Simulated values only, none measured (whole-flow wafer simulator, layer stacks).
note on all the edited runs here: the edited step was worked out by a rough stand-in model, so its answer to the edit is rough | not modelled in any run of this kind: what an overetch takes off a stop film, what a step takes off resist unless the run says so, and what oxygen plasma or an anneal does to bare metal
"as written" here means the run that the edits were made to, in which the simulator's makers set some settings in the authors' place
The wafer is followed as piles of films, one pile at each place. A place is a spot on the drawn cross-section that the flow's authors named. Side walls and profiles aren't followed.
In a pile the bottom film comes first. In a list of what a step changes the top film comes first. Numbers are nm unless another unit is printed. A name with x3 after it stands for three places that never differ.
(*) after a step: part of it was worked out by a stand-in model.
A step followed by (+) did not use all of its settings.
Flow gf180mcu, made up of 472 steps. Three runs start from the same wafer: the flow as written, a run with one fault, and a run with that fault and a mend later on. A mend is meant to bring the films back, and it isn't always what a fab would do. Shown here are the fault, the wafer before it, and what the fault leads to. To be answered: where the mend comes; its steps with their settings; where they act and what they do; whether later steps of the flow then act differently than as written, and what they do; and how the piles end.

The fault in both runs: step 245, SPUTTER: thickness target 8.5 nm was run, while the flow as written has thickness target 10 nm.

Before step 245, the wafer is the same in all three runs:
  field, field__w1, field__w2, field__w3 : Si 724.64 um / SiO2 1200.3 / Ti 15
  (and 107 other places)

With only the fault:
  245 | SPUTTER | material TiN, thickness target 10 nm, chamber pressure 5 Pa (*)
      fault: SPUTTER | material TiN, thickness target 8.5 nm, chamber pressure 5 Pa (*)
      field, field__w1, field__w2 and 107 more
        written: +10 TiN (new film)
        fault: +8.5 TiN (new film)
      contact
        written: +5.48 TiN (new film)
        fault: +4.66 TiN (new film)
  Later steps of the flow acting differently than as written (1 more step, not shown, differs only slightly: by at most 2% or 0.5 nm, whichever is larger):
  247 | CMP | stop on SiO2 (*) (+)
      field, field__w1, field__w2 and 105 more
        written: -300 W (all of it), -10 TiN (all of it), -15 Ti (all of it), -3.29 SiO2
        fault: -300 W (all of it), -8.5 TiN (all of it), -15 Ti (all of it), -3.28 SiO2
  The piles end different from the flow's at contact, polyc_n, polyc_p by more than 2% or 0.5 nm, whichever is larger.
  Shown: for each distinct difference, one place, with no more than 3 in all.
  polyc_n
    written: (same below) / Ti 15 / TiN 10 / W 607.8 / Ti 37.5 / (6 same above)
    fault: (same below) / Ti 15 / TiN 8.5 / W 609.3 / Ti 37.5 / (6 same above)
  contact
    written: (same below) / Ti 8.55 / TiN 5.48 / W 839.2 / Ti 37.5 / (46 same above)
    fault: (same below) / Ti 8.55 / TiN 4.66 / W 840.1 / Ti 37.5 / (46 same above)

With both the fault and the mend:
  The mend stands after step 245.
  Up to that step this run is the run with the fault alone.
  245a | SPUTTER | material TiN, thickness target 1.5 nm, chamber pressure 5 Pa (*) (the flow's step 245 again, with other settings)
      field, field__w1, field__w2 and 107 more
        +1.5 TiN
      contact
        +0.82 TiN
  None of the later steps of the flow acts differently than as written at any place that is followed.
  By the end, the piles equal the flow's at every place that both follow.
